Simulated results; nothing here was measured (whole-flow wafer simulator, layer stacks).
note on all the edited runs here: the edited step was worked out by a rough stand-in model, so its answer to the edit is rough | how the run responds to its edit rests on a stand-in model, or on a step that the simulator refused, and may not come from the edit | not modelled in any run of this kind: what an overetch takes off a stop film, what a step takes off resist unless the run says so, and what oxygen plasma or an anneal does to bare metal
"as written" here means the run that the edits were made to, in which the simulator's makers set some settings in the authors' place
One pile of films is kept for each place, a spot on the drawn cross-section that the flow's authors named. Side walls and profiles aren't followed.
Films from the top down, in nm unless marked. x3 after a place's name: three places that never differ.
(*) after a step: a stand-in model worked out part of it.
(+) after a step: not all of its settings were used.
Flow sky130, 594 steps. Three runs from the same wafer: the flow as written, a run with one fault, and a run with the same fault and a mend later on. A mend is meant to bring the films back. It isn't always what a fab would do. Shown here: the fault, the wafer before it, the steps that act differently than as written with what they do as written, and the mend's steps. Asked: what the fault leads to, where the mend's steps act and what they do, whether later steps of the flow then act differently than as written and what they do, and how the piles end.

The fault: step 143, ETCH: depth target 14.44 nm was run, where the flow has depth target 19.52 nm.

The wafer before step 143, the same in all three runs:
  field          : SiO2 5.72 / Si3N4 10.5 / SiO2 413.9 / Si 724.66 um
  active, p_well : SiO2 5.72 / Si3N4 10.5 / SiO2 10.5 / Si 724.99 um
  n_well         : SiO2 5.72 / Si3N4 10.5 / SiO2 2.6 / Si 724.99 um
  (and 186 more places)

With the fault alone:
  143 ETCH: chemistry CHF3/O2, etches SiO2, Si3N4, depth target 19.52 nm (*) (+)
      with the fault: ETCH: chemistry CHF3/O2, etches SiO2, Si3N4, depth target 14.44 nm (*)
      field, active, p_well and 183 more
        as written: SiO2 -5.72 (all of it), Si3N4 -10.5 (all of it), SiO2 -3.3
        with the fault: SiO2 -5.72 (all of it), Si3N4 -8.72
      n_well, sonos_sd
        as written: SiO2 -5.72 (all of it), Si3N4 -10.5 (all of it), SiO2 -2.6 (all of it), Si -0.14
        with the fault: SiO2 -5.72 (all of it), Si3N4 -8.72
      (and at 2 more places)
  Later steps of the flow that act differently than as written (49 more steps differ only slightly, by at most 2% or 0.5 nm, whichever is larger, and aren't shown):
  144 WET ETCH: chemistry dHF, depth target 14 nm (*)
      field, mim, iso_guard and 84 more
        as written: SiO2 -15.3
        with the fault: Si3N4 -1.78 (all of it)
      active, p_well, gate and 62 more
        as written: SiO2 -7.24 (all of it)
        with the fault: Si3N4 -1.78 (all of it)
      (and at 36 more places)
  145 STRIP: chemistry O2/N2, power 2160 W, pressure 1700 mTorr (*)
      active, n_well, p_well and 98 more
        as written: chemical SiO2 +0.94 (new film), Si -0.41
        with the fault: nothing
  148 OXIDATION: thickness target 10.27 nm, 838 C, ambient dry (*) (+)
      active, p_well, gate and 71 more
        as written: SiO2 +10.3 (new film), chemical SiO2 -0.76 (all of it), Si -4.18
        with the fault: SiO2 +6.53, Si -2.87
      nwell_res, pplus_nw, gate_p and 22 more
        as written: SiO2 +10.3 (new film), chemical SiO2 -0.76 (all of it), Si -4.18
        with the fault: SiO2 +6.54, Si -2.88
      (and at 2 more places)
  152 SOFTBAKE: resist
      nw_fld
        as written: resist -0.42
        with the fault: resist +1.42
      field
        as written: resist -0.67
        with the fault: resist -0.04
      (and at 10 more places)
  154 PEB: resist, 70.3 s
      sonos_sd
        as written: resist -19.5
        with the fault: resist -20.1
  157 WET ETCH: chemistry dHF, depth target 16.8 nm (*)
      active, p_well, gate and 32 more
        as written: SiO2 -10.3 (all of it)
        with the fault: SiO2 -16.6 (all of it)
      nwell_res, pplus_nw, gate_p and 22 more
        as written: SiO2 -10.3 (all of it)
        with the fault: SiO2 -16.5 (all of it)
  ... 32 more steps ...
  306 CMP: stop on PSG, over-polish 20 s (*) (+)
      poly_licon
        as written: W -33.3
        with the fault: W -50
  At the end the piles differ from the flow's by more than 2% or 0.5 nm, whichever is larger, at field, gate_hv, m1 and 127 more.
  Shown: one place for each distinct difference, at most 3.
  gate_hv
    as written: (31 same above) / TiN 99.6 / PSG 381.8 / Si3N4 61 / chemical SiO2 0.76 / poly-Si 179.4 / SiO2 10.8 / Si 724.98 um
    with the fault: (31 same above) / TiN 99.6 / PSG 375.5 / Si3N4 61 / chemical SiO2 0.76 / poly-Si 179.4 / SiO2 17 / Si 724.99 um
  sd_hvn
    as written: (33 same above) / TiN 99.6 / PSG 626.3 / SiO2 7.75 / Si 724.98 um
    with the fault: (33 same above) / TiN 99.6 / PSG 620.1 / SiO2 13.9 / Si 724.98 um
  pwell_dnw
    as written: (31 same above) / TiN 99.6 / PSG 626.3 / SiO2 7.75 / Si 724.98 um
    with the fault: (31 same above) / TiN 99.6 / PSG 620.1 / SiO2 13.9 / Si 724.98 um

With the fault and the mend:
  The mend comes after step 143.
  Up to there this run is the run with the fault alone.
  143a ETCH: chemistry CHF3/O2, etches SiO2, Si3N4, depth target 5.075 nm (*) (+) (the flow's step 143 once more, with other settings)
      field, active, p_well and 183 more
        Si3N4 -1.78 (all of it), SiO2 -3.3
      n_well, sonos_sd
        Si3N4 -1.78 (all of it), SiO2 -2.6 (all of it), Si -0.14
      sonos_cell, sonos_cell_x
        resist -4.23
  No later step of the flow acts differently than as written, at any place that is followed, by more than 2% or 0.5 nm, whichever is larger.
  At the end the piles differ from the flow's only slightly at the places that both follow, by at most 2% or 0.5 nm, whichever is larger.
